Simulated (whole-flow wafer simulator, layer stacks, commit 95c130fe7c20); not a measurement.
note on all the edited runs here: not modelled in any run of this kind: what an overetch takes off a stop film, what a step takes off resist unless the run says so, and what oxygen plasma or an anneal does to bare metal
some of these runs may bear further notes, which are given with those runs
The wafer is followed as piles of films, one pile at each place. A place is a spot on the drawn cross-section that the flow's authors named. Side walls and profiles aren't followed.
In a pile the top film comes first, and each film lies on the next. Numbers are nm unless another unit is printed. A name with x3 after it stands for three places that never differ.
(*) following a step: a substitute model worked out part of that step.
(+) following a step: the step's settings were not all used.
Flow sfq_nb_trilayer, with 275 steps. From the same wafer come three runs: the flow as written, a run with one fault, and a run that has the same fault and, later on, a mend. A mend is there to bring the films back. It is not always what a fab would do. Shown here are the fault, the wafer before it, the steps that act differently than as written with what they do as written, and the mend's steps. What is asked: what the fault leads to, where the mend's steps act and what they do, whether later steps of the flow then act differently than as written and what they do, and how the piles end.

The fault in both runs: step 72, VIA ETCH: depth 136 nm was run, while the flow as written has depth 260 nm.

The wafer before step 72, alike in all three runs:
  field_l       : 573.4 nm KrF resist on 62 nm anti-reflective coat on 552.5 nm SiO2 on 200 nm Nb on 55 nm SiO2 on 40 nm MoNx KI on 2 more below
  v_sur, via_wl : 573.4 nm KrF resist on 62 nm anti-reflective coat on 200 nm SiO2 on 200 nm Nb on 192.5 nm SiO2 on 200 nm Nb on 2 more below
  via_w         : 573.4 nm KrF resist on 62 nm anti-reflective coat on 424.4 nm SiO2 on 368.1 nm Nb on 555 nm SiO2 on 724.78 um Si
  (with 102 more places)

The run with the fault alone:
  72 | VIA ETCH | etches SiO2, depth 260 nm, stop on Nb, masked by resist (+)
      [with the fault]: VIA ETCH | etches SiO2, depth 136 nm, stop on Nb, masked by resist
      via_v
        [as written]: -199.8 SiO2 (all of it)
        [with the fault]: -136 SiO2
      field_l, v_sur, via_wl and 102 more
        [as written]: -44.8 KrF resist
        [with the fault]: -23.4 KrF resist
  Steps later in the flow that act otherwise than as written (3 more steps, not shown, differ only slightly: by at most 2% or 0.5 nm, whichever is larger):
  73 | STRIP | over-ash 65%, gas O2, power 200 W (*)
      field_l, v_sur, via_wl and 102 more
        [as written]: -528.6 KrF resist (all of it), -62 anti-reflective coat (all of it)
        [with the fault]: -550 KrF resist (all of it), -62 anti-reflective coat (all of it)
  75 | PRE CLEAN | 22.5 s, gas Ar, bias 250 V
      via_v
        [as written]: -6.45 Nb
        [with the fault]: -7.5 SiO2
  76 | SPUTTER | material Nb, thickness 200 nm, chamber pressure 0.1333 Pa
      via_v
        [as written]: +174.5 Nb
        [with the fault]: +187.2 Nb (new film)
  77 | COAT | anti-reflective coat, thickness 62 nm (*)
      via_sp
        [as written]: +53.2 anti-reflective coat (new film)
        [with the fault]: +54.4 anti-reflective coat (new film)
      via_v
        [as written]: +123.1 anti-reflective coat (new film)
        [with the fault]: +108.8 anti-reflective coat (new film)
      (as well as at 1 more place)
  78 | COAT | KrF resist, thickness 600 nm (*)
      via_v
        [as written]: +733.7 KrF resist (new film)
        [with the fault]: +682.6 KrF resist (new film)
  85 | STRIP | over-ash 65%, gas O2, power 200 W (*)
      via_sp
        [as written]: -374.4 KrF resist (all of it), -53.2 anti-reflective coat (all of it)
        [with the fault]: -378.6 KrF resist (all of it), -54.4 anti-reflective coat (all of it)
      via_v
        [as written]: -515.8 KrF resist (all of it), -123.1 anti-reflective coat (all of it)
        [with the fault]: -464.8 KrF resist (all of it), -108.8 anti-reflective coat (all of it)
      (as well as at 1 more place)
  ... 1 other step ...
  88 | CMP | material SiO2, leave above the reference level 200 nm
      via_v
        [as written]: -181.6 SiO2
        [with the fault]: -157.1 SiO2
  At via_v, the piles at the end differ from the flow's by more than 2% or 0.5 nm, whichever is larger.
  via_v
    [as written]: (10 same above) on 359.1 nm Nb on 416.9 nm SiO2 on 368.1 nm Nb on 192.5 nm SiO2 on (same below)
    [with the fault]: (10 same above) on 359.1 nm Nb on 341.5 nm SiO2 on 187.2 nm Nb on 56.3 nm SiO2 on 200 nm Nb on 192.5 nm SiO2 on (same below)

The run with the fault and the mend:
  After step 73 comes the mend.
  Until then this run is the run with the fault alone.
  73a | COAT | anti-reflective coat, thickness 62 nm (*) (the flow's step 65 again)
      p4_fl x3, p4_w1 x9, p4_g1 x2 and 63 more
        +62 anti-reflective coat (new film)
      be_r, r_sur, res, r_end, moat, field_r, lsp_l, ln_m5
        +61.8 anti-reflective coat (new film)
      lsp_m, ln_m6, lsp_r, l0_sur, l0v
        +61.9 anti-reflective coat (new film)
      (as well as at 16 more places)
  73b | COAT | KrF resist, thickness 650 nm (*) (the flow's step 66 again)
      p4_fl x3, p4_w1 x9, p4_g1 x2 and 63 more
        +650 KrF resist (new film)
      field_r, lsp_l, ln_m5, lsp_m, ln_m6, lsp_r, l0_sur, l0v
        +649.7 KrF resist (new film)
      res, r_end, moat
        +649.6 KrF resist (new film)
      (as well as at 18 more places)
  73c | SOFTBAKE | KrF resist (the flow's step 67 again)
      alters no film at any place that is followed
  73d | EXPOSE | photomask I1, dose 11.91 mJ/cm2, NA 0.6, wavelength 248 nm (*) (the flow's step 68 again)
      alters no film at any place that is followed
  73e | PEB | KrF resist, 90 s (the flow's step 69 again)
      ce_l, c5j, ce_r and 91 more
        -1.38 KrF resist
      field_l, v_sur, via_wl and 8 more
        -1.37 KrF resist
      via_v
        -1.57 KrF resist
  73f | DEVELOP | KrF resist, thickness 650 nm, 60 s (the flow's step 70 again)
      field_l, v_sur, via_wl and 102 more
        -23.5 KrF resist
      via_v
        -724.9 KrF resist (all of it)
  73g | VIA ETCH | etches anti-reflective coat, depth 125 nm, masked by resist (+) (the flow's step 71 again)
      field_l, v_sur, via_wl and 102 more
        -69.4 KrF resist
      via_v
        -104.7 anti-reflective coat (all of it), -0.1 SiO2
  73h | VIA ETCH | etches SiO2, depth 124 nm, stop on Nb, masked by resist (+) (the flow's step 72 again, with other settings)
      field_l, v_sur, via_wl and 102 more
        -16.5 KrF resist
      via_v
        -63.7 SiO2 (all of it)
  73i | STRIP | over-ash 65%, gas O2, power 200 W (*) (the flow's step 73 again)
      p4_fl x3, p4_w1 x9, p4_g1 x2 and 63 more
        -539.2 KrF resist (all of it), -62 anti-reflective coat (all of it)
      lsp_m, ln_m6, lsp_r, l0_sur, l0v
        -538.9 KrF resist (all of it), -61.9 anti-reflective coat (all of it)
      res, r_end, moat, field_r
        -538.8 KrF resist (all of it), -61.8 anti-reflective coat (all of it)
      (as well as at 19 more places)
  None of the later steps of the flow differs from how it acts as written, at any place that is followed, by more than 2% or 0.5 nm, whichever is larger.
  At the end the piles are close to the flow's at the places that both follow, differing by at most 2% or 0.5 nm, whichever is larger.
